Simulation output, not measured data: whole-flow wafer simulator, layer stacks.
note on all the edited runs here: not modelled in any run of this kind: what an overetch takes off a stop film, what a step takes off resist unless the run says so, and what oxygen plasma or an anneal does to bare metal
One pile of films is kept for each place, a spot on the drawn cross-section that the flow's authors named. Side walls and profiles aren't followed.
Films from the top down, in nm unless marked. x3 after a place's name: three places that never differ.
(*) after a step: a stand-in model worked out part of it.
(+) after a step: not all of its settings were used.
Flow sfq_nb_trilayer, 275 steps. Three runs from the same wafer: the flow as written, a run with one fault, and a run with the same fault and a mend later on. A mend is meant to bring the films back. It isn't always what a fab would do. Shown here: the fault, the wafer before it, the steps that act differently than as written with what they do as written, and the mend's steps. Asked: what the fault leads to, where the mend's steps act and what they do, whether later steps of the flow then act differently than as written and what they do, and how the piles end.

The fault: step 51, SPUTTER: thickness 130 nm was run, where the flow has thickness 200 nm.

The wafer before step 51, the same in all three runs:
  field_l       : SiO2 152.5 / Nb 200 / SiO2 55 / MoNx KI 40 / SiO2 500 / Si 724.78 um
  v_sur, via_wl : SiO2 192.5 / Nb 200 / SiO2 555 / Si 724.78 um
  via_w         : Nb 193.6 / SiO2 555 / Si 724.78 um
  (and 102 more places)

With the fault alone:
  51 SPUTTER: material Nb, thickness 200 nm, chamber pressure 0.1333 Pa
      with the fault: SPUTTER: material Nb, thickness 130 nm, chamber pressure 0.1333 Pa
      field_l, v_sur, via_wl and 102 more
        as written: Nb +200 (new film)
        with the fault: Nb +130 (new film)
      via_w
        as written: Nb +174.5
        with the fault: Nb +114.2
  Later steps of the flow that act differently than as written (3 more steps differ only slightly, by at most 2% or 0.5 nm, whichever is larger, and aren't shown):
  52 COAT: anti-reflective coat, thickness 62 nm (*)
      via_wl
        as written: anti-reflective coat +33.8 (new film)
        with the fault: anti-reflective coat +32.9 (new film)
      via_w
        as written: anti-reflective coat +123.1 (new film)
        with the fault: anti-reflective coat +120 (new film)
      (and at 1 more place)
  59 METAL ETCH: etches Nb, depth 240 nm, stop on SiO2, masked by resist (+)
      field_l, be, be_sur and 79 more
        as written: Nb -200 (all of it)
        with the fault: Nb -130 (all of it)
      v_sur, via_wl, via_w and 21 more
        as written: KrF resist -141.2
        with the fault: KrF resist -114.7
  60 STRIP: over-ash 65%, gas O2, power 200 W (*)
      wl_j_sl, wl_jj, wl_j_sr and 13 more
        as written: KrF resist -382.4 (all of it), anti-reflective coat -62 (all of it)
        with the fault: KrF resist -408.9 (all of it), anti-reflective coat -62 (all of it)
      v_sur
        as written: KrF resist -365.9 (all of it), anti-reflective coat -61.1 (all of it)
        with the fault: KrF resist -392.9 (all of it), anti-reflective coat -60.9 (all of it)
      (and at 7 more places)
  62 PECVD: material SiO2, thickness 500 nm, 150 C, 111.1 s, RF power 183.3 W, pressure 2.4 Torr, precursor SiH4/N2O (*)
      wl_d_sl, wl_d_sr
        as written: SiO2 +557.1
        with the fault: SiO2 +500
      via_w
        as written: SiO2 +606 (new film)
        with the fault: SiO2 +588.8 (new film)
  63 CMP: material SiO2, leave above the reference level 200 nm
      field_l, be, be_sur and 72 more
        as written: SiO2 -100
        with the fault: SiO2 -170
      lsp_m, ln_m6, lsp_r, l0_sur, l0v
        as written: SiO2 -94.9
        with the fault: SiO2 -170
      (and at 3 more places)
  At the end the piles differ from the flow's by more than 2% or 0.5 nm, whichever is larger, at field_l, v_sur, via_wl and 103 more.
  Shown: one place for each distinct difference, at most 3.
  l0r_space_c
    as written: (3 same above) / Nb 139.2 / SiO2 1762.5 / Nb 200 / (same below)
    with the fault: (3 same above) / Nb 139.2 / SiO2 1692.5 / Nb 200 / (same below)
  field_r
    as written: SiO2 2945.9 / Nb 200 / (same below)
    with the fault: SiO2 2875.9 / Nb 200 / (same below)
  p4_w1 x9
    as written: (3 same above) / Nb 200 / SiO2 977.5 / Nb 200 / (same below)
    with the fault: (3 same above) / Nb 200 / SiO2 907.5 / Nb 200 / (same below)

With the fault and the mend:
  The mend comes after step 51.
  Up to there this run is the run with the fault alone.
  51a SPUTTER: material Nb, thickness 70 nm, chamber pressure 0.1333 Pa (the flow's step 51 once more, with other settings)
      field_l, v_sur, via_wl and 102 more
        Nb +70
      via_w
        Nb +56.2
  No later step of the flow acts differently than as written, at any place that is followed, by more than 2% or 0.5 nm, whichever is larger.
  At the end the piles differ from the flow's only slightly at the places that both follow, by at most 2% or 0.5 nm, whichever is larger.
